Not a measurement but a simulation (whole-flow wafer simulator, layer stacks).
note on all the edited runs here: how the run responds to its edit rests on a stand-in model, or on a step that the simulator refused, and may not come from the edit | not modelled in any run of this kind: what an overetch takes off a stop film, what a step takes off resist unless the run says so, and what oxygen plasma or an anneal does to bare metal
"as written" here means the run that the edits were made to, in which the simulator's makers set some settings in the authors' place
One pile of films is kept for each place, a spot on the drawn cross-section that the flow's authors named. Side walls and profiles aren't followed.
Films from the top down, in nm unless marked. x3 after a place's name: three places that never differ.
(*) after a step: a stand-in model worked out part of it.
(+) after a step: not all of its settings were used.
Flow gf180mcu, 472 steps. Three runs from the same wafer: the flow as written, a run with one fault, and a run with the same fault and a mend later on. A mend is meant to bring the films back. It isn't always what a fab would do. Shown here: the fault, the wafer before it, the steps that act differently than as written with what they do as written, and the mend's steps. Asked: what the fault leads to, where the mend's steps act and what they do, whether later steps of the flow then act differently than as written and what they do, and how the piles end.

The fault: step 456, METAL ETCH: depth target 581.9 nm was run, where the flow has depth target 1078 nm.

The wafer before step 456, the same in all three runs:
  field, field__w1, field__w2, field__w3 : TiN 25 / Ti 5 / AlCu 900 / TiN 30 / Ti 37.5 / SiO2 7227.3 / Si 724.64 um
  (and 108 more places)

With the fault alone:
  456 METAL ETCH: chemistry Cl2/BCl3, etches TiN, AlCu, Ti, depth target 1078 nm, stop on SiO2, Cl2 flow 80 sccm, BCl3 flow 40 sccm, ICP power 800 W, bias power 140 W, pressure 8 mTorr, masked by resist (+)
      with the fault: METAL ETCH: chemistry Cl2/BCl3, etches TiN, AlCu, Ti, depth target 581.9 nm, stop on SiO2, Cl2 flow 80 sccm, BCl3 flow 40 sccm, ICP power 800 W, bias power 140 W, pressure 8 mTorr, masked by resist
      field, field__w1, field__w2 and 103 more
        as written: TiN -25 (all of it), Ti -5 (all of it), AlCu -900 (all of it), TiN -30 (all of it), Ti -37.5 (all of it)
        with the fault: TiN -25 (all of it), Ti -5 (all of it), AlCu -551.9
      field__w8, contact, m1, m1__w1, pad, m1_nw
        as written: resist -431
        with the fault: resist -232.8
  Later steps of the flow that act differently than as written:
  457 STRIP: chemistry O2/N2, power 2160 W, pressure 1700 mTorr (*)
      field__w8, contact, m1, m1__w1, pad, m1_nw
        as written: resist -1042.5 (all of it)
        with the fault: resist -1240.7 (all of it)
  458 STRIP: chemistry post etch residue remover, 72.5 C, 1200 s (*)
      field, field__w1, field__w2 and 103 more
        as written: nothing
        with the fault: AlCu -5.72
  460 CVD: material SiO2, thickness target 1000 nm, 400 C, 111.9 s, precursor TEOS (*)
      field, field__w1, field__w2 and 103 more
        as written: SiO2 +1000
        with the fault: SiO2 +1000 (new film)
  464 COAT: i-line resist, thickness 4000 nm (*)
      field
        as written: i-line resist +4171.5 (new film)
        with the fault: i-line resist +4088 (new film)
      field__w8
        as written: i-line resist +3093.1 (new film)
        with the fault: i-line resist +3459.3 (new film)
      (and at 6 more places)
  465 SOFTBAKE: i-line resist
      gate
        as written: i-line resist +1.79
        with the fault: i-line resist -0.93
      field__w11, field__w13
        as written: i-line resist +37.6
        with the fault: i-line resist +18.5
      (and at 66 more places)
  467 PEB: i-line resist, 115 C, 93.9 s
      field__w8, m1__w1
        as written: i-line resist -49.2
        with the fault: i-line resist -56.7
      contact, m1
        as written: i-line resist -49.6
        with the fault: i-line resist -56.9
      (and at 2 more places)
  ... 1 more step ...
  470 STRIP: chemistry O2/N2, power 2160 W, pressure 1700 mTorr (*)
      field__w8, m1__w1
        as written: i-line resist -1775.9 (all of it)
        with the fault: i-line resist -2168.9 (all of it)
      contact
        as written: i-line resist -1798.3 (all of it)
        with the fault: i-line resist -2179.4 (all of it)
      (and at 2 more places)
  At the end the piles differ from the flow's by more than 2% or 0.5 nm, whichever is larger, at field, field__w1, field__w2 and 103 more.
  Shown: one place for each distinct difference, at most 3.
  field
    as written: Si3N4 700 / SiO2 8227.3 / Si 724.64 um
    with the fault: Si3N4 700 / SiO2 1000 / AlCu 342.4 / TiN 30 / Ti 37.5 / SiO2 7227.3 / Si 724.64 um
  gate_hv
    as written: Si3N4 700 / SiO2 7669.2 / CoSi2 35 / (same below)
    with the fault: Si3N4 700 / SiO2 1000 / AlCu 342.4 / TiN 30 / Ti 37.5 / SiO2 6669.2 / CoSi2 35 / (same below)
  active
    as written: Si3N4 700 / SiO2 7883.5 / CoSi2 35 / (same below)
    with the fault: Si3N4 700 / SiO2 1000 / AlCu 342.4 / TiN 30 / Ti 37.5 / SiO2 6883.5 / CoSi2 35 / (same below)

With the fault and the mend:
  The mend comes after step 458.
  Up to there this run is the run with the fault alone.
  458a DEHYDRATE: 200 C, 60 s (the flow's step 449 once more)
      changes no film at any place that is followed
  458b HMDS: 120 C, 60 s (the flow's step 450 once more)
      changes no film at any place that is followed
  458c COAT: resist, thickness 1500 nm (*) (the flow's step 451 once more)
      iso_ptap_pw, iso_ntap_nw, iso_nw_fld and 33 more
        resist +1500 (new film)
      field_sub, field_sub__w1, field_sub__w2 and 13 more
        resist +1507.7 (new film)
      p_well, sti, spacer, sd_n, mim_1p0, dice_street
        resist +1502.9 (new film)
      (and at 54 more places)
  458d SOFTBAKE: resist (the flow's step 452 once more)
      field__w4, gate_p_hv5
        resist +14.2
      field__w6, ld_drn_n
        resist -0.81
      gate_hv, polyc_n_rim
        resist +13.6
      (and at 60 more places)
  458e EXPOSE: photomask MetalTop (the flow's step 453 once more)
      changes no film at any place that is followed
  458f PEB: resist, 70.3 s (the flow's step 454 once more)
      field__w2, field__w3, field__w5 and 36 more
        resist -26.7
      iso_ptap_pw, iso_ntap_nw, iso_nw_fld and 33 more
        resist -26.5
      field_sub__w1, field_sub__w5, p_well and 11 more
        resist -26.6
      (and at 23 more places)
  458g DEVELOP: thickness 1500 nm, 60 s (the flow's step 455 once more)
      iso_ptap_pw, iso_ntap_nw, iso_nw_fld and 33 more
        resist -1473.5 (all of it)
      field__w2, field__w3, field__w12, active_nat, gate_p_hv, npoly_sal, ppoly_sal
        resist -1481.2 (all of it)
      field__w5, field__w7, field__w9, field__w11, mim, nplus_u
        resist -1481.3 (all of it)
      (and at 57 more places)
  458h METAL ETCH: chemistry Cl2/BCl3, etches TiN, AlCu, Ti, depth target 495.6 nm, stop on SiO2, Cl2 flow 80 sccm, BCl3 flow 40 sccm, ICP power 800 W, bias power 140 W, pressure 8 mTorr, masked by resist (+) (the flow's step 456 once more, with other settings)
      field, field__w1, field__w2 and 103 more
        AlCu -342.4 (all of it), TiN -30 (all of it), Ti -37.5 (all of it)
      field__w8, contact, m1, m1__w1, pad, m1_nw
        resist -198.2
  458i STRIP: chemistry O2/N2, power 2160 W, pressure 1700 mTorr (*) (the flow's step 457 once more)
      field__w8
        resist -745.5 (all of it)
      contact
        resist -744.1 (all of it)
      m1
        resist -744.2 (all of it)
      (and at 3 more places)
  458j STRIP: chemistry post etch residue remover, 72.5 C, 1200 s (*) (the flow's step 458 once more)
      field__w8, contact, m1, m1__w1, pad, m1_nw
        TiN -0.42
  No later step of the flow acts differently than as written, at any place that is followed, by more than 2% or 0.5 nm, whichever is larger.
  At the end the piles differ from the flow's only slightly at the places that both follow, by at most 2% or 0.5 nm, whichever is larger.
